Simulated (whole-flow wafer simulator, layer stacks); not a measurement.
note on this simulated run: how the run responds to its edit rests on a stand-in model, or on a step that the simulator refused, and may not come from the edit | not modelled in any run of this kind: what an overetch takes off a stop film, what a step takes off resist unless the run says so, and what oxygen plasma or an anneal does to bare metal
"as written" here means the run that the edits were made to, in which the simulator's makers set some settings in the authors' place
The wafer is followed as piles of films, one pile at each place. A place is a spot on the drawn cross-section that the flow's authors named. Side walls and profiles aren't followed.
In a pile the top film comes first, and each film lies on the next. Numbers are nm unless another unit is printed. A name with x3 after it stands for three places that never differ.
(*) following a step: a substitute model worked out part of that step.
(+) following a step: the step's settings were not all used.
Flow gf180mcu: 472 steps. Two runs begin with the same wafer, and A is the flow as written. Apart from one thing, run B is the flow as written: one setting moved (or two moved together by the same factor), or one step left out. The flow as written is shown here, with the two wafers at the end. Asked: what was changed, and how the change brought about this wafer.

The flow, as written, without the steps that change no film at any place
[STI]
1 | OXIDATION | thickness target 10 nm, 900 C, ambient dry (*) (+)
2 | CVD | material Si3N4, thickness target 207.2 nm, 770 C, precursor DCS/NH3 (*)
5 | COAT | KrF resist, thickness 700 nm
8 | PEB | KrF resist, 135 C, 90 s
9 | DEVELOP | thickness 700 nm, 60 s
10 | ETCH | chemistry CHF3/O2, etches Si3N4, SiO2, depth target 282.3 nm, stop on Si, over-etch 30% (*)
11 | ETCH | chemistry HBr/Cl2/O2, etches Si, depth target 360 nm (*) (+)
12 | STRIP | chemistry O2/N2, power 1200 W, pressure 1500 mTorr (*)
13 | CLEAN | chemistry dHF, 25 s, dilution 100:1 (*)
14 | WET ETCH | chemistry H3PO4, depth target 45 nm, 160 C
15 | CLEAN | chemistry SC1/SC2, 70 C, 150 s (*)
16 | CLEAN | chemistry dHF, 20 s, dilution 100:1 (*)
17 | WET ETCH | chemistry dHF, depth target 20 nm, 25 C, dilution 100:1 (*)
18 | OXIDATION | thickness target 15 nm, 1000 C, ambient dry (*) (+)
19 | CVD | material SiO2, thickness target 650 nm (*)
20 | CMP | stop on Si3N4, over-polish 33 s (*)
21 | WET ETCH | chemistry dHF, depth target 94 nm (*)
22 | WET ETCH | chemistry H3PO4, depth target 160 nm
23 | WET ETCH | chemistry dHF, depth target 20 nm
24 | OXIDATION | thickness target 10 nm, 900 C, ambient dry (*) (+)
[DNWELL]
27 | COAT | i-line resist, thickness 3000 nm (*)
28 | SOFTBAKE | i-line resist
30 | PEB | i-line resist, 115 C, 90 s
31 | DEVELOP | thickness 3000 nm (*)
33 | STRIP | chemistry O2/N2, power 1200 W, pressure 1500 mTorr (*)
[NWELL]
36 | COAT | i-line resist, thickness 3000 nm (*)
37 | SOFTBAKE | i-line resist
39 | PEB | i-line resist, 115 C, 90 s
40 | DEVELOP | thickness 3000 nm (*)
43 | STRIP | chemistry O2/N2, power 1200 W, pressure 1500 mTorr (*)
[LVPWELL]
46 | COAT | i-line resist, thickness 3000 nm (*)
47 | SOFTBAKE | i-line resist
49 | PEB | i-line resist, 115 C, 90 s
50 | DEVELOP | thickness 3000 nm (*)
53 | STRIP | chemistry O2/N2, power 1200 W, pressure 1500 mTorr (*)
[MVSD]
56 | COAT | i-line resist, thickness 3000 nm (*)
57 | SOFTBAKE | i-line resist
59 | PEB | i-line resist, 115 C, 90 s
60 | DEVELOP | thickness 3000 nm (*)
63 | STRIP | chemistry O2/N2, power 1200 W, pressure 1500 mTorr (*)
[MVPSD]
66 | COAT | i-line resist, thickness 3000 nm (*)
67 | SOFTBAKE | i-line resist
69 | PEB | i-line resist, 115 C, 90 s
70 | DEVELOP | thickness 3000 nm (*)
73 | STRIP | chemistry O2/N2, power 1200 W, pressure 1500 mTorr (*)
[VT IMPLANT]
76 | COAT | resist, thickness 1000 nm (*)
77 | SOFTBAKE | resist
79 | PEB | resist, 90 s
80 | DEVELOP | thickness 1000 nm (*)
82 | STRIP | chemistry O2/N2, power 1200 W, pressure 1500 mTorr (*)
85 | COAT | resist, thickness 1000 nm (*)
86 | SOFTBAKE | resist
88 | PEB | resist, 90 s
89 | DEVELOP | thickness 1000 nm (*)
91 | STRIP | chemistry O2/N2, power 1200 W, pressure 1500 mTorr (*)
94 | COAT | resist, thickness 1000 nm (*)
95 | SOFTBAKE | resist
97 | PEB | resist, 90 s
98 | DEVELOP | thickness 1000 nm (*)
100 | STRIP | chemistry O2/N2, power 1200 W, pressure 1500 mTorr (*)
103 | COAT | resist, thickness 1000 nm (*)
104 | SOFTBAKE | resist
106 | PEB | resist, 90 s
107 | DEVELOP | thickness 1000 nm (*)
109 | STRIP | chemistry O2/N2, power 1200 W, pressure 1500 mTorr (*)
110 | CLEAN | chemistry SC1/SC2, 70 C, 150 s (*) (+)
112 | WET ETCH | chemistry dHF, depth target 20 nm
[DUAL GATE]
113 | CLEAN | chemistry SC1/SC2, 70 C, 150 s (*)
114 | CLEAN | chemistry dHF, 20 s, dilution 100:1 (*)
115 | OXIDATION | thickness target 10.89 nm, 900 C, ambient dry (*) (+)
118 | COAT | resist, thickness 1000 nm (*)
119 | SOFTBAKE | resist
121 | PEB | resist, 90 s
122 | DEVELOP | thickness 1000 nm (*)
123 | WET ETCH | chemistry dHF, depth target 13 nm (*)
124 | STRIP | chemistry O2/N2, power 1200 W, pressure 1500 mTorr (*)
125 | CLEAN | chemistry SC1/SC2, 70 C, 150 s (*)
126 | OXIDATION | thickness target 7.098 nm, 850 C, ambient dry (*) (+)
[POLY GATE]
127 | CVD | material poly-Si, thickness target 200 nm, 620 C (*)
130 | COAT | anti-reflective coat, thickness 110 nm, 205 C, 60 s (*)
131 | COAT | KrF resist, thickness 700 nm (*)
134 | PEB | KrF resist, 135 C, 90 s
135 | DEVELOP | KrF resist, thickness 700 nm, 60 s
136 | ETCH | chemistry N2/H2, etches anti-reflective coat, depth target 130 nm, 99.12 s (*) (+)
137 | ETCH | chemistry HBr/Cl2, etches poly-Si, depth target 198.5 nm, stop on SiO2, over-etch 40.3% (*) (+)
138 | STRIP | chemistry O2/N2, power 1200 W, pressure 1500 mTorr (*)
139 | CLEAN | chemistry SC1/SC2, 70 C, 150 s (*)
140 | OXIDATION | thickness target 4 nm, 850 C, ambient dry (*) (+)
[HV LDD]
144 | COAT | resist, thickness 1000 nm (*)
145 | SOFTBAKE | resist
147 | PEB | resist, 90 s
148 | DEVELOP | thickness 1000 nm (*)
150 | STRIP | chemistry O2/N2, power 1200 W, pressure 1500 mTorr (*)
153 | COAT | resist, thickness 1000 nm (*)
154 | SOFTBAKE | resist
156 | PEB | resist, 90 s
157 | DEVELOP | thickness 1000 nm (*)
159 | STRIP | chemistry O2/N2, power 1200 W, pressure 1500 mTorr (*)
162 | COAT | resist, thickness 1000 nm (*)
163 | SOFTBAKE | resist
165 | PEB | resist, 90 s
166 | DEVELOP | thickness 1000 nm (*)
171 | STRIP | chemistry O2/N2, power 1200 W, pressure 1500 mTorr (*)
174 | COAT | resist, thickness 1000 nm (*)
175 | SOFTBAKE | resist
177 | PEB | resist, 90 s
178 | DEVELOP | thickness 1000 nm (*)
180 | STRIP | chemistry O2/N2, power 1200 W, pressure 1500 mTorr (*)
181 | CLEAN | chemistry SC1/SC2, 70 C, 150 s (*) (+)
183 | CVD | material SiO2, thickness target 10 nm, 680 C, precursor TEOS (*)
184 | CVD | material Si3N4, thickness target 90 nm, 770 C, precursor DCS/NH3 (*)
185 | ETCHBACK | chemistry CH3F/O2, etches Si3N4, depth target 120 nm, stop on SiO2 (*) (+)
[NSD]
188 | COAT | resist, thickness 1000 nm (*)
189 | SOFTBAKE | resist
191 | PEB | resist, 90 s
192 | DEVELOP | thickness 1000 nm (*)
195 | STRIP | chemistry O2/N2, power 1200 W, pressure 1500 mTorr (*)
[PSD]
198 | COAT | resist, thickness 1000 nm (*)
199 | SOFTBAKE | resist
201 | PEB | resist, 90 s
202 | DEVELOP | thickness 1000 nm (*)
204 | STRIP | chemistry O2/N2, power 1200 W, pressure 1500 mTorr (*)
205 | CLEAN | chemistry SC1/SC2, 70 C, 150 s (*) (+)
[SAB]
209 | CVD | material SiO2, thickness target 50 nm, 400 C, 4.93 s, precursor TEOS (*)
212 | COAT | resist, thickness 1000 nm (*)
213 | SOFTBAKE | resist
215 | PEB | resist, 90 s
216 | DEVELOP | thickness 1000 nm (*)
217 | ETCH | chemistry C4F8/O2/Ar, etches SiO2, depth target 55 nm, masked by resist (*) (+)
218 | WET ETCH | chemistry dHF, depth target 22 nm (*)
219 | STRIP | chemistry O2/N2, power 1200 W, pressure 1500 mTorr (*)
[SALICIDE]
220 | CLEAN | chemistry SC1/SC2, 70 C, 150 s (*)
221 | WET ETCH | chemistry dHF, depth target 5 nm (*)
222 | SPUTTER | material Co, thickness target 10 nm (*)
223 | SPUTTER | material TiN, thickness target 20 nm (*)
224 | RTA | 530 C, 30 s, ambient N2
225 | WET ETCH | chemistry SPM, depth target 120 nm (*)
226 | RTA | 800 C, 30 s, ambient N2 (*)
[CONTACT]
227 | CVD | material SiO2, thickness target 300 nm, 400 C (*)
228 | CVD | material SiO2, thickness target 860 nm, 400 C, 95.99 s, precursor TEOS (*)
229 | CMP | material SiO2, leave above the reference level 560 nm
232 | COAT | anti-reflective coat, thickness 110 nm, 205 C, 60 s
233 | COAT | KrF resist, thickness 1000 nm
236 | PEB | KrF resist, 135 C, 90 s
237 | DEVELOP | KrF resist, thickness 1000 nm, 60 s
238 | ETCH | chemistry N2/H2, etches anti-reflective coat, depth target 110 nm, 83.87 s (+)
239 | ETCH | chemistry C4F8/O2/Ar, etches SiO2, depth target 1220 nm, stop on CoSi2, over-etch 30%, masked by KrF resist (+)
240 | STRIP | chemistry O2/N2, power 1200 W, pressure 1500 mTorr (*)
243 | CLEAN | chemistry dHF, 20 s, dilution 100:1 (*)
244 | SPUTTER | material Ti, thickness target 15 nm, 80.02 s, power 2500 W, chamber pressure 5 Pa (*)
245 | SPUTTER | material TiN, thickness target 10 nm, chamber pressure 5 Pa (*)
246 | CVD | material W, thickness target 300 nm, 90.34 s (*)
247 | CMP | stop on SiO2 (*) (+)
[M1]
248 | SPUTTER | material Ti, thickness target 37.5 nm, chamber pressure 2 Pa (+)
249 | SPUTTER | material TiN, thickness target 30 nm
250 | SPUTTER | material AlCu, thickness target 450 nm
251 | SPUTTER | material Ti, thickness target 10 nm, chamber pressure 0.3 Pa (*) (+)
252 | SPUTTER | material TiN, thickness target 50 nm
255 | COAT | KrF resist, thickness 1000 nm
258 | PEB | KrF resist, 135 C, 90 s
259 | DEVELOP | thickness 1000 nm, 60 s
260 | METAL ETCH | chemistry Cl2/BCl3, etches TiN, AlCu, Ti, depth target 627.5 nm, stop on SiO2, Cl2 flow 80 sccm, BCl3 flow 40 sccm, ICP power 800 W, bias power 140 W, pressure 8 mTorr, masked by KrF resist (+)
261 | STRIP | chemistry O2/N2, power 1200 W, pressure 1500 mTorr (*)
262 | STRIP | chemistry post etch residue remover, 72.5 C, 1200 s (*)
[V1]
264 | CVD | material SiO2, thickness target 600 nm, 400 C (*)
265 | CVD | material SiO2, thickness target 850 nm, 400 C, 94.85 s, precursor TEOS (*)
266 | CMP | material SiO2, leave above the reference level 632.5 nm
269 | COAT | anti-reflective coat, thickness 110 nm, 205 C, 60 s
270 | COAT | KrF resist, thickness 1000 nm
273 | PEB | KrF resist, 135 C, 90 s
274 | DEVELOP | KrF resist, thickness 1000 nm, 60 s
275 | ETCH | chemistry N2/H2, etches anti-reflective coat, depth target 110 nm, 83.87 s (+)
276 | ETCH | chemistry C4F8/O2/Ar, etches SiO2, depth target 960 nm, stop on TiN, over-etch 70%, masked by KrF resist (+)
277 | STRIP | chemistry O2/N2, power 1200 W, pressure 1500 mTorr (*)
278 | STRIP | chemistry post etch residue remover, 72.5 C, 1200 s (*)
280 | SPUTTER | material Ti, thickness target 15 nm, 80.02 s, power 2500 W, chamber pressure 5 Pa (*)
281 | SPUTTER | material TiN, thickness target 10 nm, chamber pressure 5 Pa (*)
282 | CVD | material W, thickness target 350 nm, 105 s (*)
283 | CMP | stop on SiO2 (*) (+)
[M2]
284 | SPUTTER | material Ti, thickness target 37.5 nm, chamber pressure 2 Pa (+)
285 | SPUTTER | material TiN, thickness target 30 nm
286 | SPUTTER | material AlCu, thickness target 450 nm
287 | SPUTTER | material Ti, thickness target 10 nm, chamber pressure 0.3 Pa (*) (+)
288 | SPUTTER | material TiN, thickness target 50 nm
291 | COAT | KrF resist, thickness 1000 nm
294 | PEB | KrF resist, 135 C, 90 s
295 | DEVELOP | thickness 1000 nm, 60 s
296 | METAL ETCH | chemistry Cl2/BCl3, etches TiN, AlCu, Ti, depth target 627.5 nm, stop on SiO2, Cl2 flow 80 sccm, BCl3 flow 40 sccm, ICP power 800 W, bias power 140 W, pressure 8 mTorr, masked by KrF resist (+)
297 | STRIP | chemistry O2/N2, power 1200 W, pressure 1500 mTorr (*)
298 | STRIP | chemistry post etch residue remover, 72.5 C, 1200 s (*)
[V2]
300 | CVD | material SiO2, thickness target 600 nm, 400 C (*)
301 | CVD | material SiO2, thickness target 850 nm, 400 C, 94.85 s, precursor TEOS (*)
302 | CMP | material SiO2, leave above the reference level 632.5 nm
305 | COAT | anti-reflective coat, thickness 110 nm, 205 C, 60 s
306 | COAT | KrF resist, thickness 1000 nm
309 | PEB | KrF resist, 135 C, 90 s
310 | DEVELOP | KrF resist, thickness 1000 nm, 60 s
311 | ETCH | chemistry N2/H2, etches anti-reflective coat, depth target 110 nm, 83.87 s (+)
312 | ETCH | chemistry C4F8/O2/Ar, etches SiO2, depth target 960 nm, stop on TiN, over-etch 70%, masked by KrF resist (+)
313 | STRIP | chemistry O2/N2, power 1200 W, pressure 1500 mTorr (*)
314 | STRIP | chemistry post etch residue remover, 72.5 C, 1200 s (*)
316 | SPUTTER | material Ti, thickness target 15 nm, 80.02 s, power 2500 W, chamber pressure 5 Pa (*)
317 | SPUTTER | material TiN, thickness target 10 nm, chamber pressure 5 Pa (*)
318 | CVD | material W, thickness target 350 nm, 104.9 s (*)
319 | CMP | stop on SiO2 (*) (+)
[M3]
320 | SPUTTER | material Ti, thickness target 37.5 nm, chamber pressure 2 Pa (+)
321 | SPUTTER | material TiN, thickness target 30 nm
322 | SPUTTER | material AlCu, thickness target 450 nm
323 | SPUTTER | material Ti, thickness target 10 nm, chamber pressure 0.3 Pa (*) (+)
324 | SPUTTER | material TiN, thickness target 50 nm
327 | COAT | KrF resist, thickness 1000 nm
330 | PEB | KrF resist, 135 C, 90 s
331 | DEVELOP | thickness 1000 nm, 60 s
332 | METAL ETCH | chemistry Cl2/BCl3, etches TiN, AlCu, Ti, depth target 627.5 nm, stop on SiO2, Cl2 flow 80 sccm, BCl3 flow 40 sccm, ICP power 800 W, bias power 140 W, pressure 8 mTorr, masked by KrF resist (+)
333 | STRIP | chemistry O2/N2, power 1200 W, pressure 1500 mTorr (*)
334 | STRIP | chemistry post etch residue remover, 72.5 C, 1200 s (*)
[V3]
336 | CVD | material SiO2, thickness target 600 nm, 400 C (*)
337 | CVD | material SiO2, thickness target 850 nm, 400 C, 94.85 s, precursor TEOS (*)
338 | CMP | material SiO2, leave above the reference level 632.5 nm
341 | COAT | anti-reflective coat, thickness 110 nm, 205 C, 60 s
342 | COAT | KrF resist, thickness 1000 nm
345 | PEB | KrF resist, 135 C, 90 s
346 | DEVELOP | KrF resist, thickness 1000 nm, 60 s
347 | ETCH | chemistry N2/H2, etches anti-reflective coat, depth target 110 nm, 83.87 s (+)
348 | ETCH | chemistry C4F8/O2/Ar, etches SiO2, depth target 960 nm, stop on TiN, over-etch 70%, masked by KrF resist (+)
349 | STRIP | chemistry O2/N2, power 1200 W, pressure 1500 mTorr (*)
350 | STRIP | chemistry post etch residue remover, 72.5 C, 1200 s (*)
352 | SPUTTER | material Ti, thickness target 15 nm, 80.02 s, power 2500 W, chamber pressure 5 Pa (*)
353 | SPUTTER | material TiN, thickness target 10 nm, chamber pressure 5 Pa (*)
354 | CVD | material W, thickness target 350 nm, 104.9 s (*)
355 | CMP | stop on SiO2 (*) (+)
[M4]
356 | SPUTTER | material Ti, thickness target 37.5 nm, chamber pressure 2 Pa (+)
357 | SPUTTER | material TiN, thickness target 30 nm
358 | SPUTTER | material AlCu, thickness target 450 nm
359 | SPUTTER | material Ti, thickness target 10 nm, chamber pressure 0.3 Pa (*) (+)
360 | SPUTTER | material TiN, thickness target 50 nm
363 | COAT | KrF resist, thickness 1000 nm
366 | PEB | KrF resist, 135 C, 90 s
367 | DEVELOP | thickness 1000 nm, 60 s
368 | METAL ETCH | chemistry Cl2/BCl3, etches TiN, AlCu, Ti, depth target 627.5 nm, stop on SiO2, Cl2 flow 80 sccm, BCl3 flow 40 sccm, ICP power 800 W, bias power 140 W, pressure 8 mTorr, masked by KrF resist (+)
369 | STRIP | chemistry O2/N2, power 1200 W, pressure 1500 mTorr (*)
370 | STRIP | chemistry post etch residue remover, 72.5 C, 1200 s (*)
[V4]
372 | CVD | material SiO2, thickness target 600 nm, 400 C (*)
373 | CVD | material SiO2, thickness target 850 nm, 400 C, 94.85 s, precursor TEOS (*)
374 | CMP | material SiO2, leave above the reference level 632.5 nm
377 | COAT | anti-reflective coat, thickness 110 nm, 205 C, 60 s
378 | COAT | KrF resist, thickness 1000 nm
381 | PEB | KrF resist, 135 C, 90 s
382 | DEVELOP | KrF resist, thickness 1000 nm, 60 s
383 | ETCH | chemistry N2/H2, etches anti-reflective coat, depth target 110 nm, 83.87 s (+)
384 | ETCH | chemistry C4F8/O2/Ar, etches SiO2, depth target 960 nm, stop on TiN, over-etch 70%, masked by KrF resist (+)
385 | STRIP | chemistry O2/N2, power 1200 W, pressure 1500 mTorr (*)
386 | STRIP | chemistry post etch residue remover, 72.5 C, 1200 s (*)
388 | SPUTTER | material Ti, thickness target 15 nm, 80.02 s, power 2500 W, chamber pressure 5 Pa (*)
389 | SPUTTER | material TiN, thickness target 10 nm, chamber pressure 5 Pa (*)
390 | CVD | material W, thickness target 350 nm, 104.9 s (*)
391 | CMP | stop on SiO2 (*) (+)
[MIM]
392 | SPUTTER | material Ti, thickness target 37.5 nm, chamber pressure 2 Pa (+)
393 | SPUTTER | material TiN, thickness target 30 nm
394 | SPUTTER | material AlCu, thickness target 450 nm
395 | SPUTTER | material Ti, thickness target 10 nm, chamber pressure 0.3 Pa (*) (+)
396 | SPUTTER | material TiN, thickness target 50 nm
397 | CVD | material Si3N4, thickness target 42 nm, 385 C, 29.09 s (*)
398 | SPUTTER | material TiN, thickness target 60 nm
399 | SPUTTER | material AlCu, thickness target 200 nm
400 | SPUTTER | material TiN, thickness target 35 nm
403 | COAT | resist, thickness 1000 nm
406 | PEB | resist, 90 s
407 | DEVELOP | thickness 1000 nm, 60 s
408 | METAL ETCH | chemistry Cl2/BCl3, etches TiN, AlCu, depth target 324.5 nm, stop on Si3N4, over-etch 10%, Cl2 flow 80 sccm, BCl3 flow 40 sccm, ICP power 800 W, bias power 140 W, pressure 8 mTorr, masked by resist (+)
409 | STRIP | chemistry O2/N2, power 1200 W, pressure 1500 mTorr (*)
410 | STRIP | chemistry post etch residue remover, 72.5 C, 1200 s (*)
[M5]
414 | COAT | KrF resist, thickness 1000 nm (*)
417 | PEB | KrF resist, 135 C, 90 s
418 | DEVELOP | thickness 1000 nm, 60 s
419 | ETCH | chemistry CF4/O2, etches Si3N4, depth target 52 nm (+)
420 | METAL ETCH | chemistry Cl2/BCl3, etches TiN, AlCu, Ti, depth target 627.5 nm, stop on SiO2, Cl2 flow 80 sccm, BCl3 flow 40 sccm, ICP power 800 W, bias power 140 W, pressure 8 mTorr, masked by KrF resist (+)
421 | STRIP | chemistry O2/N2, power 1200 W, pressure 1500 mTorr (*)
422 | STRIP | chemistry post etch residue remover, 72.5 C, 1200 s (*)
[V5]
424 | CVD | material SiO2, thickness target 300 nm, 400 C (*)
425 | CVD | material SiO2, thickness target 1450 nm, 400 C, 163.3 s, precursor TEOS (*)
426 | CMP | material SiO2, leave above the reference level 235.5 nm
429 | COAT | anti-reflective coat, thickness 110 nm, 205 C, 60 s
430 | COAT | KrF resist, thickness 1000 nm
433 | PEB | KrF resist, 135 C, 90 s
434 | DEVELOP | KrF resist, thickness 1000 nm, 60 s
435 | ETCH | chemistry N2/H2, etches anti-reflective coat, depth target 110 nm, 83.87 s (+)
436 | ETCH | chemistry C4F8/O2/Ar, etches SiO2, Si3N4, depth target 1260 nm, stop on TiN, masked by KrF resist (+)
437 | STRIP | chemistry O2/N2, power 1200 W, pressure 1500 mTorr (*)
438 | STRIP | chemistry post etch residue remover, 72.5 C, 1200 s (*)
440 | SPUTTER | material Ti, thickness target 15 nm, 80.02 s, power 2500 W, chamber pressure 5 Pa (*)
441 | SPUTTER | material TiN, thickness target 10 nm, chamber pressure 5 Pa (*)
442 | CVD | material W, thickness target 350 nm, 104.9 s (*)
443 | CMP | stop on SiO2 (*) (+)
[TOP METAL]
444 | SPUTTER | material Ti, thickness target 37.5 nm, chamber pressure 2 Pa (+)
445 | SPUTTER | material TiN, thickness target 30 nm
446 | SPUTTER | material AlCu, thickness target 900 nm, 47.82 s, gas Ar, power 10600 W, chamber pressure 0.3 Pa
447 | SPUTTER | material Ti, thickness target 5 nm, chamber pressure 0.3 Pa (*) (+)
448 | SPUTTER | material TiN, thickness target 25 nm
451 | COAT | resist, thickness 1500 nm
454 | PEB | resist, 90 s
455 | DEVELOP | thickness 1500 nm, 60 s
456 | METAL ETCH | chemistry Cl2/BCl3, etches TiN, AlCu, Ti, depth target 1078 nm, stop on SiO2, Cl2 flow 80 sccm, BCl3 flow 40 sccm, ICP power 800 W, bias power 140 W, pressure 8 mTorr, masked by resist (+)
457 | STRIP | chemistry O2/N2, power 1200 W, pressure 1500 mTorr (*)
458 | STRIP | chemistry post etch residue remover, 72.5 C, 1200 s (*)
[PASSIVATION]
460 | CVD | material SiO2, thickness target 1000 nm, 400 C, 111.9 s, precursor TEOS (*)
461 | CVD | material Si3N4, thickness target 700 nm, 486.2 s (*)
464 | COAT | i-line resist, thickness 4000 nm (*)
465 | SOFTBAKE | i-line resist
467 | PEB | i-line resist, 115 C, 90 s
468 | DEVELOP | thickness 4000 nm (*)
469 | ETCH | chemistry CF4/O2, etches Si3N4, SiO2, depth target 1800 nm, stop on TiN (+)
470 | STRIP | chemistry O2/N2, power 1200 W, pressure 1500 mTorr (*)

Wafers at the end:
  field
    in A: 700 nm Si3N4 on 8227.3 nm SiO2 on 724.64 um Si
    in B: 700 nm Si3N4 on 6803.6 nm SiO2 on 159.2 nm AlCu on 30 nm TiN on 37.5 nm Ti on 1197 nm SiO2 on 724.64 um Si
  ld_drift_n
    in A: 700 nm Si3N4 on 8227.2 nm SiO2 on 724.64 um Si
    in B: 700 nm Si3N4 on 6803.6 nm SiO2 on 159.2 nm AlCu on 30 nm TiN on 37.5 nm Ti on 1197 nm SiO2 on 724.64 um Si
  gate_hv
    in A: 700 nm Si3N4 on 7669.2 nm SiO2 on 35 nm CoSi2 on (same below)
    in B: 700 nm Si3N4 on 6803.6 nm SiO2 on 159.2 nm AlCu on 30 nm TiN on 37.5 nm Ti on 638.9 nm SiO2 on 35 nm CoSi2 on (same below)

What caused this: step 260, METAL ETCH: depth target 345.1 nm was run, though the flow has depth target 627.5 nm.

How this came from the change, step by step:
  260 | METAL ETCH | chemistry Cl2/BCl3, etches TiN, AlCu, Ti, depth target 627.5 nm, stop on SiO2, Cl2 flow 80 sccm, BCl3 flow 40 sccm, ICP power 800 W, bias power 140 W, pressure 8 mTorr, masked by KrF resist (+)
      field, field__w1, field__w2 and 99 more: A TiN loses 50 (all of it), Ti loses 10 (all of it), AlCu loses 450 (all of it), TiN loses 30 (all of it), Ti loses 37.5 (all of it) | B TiN loses 50 (all of it), Ti loses 10 (all of it), AlCu loses 285.1
      field__w8, contact, m1 and 6 more: A KrF resist loses 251 | B KrF resist loses 138
  261 | STRIP | chemistry O2/N2, power 1200 W, pressure 1500 mTorr (*)
      field__w8, contact, m1 and 6 more: A KrF resist loses 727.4 (all of it) | B KrF resist loses 840.3 (all of it)
  262 | STRIP | chemistry post etch residue remover, 72.5 C, 1200 s (*)
      field, field__w1, field__w2 and 99 more: A nothing | B AlCu loses 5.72
  264 | CVD | material SiO2, thickness target 600 nm, 400 C (*)
      field, field__w1, field__w2 and 99 more: A SiO2 gains 600 | B SiO2 gains 600 (new film)
  266 | CMP | material SiO2, leave above the reference level 632.5 nm
      field, field__w1, field__w2 and 99 more: A SiO2 loses 300 | B SiO2 loses 526.7
Taking metal films that touch as one body, field has 1 body; the flow as written gives 0 bodies.
Taking metal films that touch as one body, ld_drift_n has 1 body; the flow as written gives 0 bodies.
Taking metal films that touch as one body, gate_hv has 2 bodies (between them, from the top down: SiO2 638.9); the flow as written gives 1 body.
